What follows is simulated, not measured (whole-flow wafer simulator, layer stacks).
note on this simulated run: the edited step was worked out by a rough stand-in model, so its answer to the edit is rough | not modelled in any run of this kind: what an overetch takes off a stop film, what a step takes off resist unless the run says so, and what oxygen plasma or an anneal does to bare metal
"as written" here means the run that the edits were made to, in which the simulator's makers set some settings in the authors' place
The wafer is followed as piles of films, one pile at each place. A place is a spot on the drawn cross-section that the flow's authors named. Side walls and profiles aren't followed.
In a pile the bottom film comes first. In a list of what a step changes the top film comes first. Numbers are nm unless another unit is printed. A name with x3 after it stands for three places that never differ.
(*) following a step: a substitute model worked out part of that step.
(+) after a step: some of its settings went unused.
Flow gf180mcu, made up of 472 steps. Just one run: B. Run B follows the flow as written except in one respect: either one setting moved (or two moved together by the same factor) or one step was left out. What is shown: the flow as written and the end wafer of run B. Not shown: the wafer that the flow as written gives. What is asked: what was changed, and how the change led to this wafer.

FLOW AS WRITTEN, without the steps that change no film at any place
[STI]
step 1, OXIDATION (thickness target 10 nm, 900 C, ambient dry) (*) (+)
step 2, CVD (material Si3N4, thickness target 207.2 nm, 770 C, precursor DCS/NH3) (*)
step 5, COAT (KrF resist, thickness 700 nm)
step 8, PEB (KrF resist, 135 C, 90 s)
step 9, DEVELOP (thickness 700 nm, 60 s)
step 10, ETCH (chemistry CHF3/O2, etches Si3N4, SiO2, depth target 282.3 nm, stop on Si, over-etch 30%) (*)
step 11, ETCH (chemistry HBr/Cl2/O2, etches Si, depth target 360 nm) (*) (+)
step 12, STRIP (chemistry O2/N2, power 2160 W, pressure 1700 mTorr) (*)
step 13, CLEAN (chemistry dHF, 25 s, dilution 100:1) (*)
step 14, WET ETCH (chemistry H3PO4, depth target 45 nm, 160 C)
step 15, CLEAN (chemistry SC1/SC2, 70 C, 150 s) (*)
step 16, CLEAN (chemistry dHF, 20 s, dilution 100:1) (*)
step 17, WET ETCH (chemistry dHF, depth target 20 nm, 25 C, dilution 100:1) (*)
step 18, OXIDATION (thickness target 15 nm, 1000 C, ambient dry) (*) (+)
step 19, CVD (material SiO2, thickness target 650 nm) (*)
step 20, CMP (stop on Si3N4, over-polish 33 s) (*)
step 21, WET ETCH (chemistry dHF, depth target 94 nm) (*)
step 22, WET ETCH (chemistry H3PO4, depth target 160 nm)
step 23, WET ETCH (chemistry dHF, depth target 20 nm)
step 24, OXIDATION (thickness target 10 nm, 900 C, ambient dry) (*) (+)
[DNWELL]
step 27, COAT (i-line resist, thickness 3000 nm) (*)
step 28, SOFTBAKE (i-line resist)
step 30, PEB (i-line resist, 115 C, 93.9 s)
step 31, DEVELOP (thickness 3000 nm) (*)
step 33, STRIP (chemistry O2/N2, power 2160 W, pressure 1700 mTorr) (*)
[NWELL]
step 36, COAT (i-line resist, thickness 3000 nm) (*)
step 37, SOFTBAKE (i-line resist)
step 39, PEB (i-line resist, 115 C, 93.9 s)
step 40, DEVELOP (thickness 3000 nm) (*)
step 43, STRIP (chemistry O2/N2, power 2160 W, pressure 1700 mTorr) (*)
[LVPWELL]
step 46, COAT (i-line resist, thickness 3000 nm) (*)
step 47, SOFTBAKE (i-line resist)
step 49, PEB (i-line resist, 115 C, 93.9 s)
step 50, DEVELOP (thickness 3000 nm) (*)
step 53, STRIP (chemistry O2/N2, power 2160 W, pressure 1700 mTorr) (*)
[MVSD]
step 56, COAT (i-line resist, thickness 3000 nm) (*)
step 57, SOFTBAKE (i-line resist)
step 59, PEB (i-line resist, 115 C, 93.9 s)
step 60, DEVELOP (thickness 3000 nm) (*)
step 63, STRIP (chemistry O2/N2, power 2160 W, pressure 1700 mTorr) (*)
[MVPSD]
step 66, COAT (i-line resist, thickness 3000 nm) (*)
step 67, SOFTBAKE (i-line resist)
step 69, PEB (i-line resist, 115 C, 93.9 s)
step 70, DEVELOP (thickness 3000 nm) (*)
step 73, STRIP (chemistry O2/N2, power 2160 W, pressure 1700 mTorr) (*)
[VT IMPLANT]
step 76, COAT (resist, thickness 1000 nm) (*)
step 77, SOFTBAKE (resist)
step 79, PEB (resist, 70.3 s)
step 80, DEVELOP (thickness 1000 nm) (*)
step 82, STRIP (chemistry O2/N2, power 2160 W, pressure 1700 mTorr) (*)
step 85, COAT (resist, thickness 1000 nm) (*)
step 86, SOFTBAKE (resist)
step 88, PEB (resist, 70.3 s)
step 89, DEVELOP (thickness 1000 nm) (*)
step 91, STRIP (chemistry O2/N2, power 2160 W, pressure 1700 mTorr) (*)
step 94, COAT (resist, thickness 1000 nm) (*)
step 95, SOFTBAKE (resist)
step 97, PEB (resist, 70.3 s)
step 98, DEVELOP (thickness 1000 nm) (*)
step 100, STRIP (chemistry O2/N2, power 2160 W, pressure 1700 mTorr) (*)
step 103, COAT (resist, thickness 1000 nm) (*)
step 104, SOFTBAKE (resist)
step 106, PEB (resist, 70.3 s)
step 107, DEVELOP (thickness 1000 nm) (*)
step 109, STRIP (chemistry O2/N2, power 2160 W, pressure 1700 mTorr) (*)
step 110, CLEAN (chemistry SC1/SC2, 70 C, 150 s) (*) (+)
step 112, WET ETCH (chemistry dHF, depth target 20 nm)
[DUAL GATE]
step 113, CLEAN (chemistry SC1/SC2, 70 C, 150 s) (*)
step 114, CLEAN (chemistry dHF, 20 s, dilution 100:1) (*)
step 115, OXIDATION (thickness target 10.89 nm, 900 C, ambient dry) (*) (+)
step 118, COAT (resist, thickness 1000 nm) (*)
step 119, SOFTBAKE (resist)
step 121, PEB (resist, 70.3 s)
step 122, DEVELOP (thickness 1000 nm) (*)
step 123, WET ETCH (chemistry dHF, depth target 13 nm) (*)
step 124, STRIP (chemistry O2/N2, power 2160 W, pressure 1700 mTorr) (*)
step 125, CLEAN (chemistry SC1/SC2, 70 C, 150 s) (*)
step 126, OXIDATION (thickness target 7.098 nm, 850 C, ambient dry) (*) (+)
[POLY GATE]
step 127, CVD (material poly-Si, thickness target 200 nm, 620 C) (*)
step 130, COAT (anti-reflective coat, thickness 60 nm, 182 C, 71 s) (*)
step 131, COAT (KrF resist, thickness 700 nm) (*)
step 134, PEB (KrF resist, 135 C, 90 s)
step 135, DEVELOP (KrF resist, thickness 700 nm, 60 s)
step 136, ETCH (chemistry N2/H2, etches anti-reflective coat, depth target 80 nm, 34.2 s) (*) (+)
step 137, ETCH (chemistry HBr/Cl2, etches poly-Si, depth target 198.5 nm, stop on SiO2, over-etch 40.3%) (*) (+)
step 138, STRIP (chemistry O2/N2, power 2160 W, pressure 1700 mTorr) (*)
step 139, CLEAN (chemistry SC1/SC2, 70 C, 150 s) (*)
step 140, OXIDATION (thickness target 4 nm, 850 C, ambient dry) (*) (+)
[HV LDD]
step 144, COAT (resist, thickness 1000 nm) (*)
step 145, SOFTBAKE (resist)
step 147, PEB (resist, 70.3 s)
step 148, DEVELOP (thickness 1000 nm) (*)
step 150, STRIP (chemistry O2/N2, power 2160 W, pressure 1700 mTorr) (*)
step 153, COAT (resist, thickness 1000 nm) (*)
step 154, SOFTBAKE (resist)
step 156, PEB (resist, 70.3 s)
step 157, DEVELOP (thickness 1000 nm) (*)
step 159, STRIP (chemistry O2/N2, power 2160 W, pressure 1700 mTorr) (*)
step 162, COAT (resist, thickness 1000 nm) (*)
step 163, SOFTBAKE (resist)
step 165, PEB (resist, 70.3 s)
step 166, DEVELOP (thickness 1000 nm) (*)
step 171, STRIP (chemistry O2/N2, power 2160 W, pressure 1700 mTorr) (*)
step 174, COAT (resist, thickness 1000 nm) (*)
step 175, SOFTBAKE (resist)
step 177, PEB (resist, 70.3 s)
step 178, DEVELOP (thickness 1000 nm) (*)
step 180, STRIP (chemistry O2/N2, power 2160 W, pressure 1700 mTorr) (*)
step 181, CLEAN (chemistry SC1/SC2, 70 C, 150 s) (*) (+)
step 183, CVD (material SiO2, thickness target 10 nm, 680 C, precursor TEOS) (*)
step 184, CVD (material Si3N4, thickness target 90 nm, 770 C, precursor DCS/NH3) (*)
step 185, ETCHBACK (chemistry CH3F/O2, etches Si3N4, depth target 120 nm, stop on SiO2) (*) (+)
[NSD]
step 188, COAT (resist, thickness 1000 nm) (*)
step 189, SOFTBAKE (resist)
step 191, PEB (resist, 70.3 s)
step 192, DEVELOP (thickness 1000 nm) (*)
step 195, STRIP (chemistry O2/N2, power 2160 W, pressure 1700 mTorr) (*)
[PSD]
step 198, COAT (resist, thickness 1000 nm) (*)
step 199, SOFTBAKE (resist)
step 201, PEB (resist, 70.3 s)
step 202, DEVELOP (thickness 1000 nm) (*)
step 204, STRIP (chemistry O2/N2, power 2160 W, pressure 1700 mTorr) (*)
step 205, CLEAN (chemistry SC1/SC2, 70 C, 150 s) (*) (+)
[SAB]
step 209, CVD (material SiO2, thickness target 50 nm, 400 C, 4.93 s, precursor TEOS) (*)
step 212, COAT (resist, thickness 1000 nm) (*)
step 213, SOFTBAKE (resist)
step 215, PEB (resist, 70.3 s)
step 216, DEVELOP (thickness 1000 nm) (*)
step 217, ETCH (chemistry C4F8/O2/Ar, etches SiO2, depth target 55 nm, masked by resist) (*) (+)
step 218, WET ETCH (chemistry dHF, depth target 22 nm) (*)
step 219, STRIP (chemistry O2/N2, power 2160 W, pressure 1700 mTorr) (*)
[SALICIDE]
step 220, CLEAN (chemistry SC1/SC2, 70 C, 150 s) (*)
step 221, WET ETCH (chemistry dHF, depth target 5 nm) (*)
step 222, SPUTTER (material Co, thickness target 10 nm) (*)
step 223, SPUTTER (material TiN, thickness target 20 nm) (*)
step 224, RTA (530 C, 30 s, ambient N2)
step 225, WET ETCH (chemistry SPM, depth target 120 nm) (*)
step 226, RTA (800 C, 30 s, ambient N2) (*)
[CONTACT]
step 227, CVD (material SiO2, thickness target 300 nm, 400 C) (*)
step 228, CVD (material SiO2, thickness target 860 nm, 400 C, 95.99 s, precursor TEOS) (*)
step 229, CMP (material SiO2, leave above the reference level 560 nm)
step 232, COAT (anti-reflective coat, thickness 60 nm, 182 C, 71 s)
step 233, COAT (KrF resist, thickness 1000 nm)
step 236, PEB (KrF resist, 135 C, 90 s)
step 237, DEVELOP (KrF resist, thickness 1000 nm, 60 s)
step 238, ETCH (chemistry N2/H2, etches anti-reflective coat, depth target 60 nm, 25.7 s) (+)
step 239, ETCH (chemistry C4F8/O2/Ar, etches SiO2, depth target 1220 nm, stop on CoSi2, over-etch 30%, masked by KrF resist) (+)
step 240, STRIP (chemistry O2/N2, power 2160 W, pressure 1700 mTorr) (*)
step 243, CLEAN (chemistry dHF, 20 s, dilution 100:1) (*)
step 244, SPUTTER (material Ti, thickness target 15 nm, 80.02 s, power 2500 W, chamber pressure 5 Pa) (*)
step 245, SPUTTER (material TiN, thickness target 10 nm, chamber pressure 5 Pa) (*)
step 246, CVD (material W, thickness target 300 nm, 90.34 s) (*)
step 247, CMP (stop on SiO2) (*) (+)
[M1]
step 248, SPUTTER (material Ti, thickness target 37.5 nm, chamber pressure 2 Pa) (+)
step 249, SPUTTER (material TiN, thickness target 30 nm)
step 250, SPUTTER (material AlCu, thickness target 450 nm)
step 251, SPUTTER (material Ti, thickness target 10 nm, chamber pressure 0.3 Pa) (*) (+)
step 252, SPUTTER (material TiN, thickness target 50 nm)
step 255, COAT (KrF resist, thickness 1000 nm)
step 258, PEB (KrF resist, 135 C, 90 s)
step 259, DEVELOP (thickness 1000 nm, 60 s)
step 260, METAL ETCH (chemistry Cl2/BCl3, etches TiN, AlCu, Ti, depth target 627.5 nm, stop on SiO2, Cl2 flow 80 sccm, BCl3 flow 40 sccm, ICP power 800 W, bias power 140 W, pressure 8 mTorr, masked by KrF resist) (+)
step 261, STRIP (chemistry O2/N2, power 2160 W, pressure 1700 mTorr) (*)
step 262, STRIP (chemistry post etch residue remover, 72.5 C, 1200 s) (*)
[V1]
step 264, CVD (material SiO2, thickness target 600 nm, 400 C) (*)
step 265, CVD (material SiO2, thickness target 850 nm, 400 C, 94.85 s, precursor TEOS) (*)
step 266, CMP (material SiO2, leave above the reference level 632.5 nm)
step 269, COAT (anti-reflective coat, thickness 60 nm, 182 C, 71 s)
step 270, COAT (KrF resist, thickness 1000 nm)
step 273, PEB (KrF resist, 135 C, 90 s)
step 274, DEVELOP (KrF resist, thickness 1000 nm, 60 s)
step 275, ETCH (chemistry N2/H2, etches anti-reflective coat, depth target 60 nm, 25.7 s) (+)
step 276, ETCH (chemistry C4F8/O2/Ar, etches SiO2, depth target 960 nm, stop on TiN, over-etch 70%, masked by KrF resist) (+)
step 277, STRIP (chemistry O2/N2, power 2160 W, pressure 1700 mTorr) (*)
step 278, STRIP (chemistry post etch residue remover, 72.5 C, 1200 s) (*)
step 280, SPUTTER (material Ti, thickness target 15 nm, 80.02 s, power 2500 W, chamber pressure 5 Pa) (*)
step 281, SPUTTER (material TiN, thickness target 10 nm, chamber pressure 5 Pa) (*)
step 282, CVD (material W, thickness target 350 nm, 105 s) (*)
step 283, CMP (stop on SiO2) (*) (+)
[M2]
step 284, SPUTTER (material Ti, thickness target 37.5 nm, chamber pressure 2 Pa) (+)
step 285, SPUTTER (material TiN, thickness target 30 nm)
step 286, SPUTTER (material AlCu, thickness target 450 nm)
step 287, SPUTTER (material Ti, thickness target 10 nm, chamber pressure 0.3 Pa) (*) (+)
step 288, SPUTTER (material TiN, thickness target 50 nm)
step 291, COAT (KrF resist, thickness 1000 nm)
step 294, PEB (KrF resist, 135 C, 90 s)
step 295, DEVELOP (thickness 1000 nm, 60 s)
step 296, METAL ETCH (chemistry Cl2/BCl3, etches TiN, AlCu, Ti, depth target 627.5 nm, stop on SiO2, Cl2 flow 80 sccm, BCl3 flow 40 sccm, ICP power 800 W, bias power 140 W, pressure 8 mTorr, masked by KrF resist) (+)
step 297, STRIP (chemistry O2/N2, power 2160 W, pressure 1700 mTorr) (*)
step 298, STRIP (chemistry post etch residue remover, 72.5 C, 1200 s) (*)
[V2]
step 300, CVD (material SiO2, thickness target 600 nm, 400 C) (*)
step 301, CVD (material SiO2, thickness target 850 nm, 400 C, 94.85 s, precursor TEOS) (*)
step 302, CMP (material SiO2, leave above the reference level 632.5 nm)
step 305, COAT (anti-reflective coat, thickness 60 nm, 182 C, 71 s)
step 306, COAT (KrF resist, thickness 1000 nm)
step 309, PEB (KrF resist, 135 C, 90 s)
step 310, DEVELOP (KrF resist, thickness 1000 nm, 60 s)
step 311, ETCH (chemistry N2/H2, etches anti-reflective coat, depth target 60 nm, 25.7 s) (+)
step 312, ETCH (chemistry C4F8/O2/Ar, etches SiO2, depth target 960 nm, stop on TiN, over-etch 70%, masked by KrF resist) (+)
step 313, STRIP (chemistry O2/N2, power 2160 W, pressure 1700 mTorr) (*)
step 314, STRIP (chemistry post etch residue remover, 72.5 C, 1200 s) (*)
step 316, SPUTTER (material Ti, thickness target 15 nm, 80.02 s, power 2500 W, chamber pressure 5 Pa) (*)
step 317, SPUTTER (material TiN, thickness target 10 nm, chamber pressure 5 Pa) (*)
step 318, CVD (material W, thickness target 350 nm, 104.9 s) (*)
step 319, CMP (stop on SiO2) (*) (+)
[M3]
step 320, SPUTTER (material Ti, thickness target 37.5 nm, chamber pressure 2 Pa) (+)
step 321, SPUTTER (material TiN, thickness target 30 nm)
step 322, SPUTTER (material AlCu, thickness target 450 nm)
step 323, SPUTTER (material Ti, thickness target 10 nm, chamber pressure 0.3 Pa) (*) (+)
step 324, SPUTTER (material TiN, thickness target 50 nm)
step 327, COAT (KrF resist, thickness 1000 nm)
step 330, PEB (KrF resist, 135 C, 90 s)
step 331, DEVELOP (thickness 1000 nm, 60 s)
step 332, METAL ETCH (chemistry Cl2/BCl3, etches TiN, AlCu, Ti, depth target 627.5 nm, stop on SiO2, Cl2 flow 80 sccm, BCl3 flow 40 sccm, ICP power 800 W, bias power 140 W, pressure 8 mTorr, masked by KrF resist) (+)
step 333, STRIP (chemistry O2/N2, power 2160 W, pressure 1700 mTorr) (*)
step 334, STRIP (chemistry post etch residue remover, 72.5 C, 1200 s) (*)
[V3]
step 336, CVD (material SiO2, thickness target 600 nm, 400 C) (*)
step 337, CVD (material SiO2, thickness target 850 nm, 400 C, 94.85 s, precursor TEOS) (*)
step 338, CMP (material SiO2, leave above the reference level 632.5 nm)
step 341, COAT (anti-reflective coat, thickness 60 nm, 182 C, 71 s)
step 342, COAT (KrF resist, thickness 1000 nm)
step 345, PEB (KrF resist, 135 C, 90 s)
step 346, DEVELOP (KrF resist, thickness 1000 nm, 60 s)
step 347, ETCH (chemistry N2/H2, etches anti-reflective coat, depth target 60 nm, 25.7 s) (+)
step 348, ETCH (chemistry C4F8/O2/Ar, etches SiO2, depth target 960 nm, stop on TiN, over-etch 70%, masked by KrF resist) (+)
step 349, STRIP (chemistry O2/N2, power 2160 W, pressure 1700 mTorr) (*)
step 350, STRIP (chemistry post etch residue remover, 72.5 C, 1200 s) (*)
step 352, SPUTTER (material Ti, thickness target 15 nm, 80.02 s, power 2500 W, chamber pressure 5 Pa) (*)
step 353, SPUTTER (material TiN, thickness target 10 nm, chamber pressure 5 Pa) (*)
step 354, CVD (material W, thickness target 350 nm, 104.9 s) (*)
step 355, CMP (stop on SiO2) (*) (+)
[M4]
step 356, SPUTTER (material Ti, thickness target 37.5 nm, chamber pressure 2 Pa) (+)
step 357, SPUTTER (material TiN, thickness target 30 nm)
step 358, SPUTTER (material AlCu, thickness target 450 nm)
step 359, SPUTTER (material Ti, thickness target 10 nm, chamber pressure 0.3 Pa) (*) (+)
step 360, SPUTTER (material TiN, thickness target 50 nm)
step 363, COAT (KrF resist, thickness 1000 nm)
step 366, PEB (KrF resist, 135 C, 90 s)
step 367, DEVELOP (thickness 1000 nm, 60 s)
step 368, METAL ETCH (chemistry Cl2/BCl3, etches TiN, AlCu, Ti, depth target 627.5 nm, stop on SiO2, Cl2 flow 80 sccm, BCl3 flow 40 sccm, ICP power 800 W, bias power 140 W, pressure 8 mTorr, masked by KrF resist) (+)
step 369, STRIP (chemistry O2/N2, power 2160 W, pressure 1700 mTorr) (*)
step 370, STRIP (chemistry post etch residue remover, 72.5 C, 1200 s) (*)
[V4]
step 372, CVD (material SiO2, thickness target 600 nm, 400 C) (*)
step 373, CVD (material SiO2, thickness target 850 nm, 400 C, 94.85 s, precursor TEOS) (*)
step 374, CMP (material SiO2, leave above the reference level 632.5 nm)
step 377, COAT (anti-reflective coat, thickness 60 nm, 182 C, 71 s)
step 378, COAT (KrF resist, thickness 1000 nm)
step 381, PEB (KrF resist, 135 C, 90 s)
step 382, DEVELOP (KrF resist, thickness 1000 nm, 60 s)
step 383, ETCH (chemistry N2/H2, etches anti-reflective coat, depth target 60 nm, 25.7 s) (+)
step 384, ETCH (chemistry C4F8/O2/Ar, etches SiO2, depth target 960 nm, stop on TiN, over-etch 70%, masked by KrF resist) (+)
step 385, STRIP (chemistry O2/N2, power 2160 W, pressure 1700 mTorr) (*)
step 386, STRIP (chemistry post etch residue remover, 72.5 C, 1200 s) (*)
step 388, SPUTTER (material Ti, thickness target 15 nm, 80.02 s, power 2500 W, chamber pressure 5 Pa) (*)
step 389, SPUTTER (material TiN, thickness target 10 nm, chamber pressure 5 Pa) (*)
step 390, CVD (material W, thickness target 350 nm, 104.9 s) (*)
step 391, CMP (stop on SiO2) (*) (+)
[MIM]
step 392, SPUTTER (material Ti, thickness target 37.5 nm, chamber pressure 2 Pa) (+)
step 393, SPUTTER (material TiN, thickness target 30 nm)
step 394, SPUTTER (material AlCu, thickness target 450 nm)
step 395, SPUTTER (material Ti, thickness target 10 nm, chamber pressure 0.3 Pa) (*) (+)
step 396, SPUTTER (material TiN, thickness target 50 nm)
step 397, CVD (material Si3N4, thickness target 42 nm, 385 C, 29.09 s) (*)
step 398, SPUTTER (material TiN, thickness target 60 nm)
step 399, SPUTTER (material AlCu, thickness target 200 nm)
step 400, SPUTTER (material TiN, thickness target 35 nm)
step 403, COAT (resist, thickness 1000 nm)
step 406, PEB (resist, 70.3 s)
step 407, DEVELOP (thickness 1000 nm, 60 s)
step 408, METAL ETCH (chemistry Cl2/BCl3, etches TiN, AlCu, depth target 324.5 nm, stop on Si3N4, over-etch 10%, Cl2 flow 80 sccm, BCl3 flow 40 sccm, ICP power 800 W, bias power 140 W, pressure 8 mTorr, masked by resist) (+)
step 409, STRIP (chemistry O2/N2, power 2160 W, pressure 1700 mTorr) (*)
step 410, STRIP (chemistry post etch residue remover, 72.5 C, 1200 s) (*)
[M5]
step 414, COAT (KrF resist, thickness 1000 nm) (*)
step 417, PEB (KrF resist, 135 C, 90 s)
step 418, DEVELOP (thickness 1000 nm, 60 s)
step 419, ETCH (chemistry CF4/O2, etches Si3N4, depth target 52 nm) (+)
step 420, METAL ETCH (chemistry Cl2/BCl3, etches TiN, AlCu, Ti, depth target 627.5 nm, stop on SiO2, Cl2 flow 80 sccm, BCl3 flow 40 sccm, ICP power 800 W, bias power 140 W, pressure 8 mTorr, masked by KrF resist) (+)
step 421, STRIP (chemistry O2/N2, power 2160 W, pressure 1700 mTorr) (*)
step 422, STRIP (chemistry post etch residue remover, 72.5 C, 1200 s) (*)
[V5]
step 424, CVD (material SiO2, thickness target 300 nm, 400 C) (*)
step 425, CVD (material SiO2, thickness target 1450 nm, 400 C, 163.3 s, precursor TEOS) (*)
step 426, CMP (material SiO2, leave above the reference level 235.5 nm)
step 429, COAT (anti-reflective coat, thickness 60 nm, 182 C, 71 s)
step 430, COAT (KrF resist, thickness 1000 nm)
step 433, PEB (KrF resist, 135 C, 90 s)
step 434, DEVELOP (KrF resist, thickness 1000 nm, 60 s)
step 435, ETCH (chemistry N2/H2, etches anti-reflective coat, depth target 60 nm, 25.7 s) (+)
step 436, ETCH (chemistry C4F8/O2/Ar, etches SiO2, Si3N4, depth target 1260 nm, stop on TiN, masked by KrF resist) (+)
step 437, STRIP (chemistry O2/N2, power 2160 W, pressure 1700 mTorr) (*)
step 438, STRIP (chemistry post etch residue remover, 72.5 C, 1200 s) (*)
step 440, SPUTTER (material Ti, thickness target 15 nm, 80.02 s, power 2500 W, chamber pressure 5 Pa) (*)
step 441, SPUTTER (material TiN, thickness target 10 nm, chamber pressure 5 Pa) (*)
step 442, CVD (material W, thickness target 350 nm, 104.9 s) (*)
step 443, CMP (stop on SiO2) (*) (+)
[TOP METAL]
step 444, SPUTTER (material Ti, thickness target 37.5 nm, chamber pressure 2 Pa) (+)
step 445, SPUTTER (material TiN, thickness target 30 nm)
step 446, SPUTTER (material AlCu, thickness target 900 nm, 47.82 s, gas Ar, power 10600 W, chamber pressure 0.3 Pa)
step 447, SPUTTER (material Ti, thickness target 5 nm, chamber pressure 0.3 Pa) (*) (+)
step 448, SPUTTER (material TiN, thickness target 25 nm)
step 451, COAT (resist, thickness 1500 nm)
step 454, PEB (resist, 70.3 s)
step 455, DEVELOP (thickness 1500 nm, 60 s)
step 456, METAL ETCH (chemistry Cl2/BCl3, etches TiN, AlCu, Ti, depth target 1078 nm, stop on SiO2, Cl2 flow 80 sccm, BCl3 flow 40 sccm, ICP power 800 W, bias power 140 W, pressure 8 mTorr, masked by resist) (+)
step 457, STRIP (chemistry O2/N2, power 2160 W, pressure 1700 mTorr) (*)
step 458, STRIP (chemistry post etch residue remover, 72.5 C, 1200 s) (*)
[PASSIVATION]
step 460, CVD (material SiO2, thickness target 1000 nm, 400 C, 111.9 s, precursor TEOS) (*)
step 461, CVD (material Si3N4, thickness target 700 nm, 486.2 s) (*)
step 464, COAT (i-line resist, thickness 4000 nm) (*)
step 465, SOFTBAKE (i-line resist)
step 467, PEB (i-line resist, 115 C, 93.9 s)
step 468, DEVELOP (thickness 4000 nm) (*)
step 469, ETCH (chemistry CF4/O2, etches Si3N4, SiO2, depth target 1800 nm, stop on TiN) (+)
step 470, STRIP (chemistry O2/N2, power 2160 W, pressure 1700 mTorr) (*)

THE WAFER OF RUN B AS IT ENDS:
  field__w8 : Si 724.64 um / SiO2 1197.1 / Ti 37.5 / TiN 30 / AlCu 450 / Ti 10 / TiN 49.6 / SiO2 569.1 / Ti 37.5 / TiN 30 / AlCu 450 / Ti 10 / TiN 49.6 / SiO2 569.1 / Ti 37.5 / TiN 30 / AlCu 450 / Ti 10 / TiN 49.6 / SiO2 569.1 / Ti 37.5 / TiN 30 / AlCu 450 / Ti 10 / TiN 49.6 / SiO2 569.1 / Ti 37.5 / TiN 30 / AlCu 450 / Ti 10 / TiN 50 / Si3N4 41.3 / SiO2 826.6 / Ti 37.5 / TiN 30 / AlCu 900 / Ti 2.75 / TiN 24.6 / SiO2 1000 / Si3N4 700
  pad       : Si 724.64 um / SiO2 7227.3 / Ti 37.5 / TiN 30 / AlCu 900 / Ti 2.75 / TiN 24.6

The reason: step 447, SPUTTER: thickness target 2.75 nm was run, though the flow has thickness target 5 nm.
One can read it off the wafer: field__w8 has Ti 2.75, and step 447 as written asks for 5 nm.

How this came from the change, step by step:
  step 447, SPUTTER (material Ti, thickness target 5 nm, chamber pressure 0.3 Pa) (*) (+)
      field, field__w1, field__w2 and 109 more: Ti gains 2.75 (new film) (it would be, as written: Ti gains 5 (new film))
  step 456, METAL ETCH (chemistry Cl2/BCl3, etches TiN, AlCu, Ti, depth target 1078 nm, stop on SiO2, Cl2 flow 80 sccm, BCl3 flow 40 sccm, ICP power 800 W, bias power 140 W, pressure 8 mTorr, masked by resist) (+)
      field, field__w1, field__w2 and 103 more: TiN loses 25 (all of it), Ti loses 2.75 (all of it), AlCu loses 900 (all of it), TiN loses 30 (all of it), Ti loses 37.5 (all of it) (it would be, as written: TiN loses 25 (all of it), Ti loses 5 (all of it), AlCu loses 900 (all of it), TiN loses 30 (all of it), Ti loses 37.5 (all of it))
